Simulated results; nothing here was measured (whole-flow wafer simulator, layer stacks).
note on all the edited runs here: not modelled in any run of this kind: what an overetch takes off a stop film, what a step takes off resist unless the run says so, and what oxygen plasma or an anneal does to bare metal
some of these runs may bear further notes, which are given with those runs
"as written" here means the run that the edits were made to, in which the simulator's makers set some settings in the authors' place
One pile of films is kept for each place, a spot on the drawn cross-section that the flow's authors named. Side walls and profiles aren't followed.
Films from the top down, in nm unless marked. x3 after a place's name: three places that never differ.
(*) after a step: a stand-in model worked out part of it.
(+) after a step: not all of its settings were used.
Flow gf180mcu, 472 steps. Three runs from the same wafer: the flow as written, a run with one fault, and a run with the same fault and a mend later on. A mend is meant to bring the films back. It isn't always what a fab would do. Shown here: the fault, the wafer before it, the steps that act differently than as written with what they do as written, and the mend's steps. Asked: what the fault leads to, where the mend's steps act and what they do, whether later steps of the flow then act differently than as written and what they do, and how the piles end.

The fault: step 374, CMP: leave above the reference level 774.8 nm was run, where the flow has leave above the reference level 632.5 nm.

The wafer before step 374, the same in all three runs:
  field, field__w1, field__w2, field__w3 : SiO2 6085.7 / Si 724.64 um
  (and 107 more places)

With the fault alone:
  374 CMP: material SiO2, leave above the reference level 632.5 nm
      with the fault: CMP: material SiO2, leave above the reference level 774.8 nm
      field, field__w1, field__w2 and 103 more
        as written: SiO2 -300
        with the fault: SiO2 -157.7
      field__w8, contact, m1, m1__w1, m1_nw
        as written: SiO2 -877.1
        with the fault: SiO2 -734.8
  Later steps of the flow that act differently than as written:
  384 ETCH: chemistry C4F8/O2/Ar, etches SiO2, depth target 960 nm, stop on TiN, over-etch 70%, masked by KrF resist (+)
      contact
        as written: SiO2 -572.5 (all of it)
        with the fault: SiO2 -714.8 (all of it)
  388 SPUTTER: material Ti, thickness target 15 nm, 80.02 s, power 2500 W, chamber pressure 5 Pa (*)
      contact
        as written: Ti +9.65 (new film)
        with the fault: Ti +8.89 (new film)
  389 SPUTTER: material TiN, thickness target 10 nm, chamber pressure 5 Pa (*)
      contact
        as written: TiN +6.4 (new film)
        with the fault: TiN +5.89 (new film)
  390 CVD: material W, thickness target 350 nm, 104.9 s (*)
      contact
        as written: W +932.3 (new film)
        with the fault: W +1075.9 (new film)
  At the end the piles differ from the flow's by more than 2% or 0.5 nm, whichever is larger, at field__w4, field__w8, contact and 9 more.
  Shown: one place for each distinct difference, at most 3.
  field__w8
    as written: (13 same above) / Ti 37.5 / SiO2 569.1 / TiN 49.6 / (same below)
    with the fault: (13 same above) / Ti 37.5 / SiO2 711.4 / TiN 49.6 / (same below)
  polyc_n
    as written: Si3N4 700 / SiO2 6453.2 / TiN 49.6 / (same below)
    with the fault: Si3N4 700 / SiO2 6595.5 / TiN 49.6 / (same below)
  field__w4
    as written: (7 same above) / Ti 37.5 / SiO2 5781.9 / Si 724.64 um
    with the fault: (7 same above) / Ti 37.5 / SiO2 5924.2 / Si 724.64 um

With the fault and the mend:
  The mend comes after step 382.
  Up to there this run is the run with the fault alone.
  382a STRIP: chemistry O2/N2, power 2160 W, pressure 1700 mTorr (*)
      field, field__w1, field__w2 and 107 more
        KrF resist -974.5 (all of it), anti-reflective coat -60 (all of it)
      contact
        anti-reflective coat -60 (all of it)
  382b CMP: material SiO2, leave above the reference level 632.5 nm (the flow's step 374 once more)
      field, field__w1, field__w2 and 108 more
        SiO2 -142.3
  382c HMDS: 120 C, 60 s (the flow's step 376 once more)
      changes no film at any place that is followed
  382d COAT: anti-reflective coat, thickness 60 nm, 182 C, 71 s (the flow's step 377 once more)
      field, field__w1, field__w2 and 108 more
        anti-reflective coat +60 (new film)
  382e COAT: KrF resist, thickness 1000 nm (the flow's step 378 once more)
      field, field__w1, field__w2 and 108 more
        KrF resist +1000 (new film)
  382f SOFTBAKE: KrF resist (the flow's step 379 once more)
      changes no film at any place that is followed
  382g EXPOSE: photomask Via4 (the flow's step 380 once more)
      changes no film at any place that is followed
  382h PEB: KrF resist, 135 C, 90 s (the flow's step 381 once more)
      field, field__w1, field__w2 and 108 more
        KrF resist -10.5
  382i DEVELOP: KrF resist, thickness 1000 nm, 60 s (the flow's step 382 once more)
      field, field__w1, field__w2 and 107 more
        KrF resist -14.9
      contact
        KrF resist -989.5 (all of it)
  No later step of the flow acts differently than as written at any place that is followed.
  At the end the piles are the same as the flow's at every place that both follow.
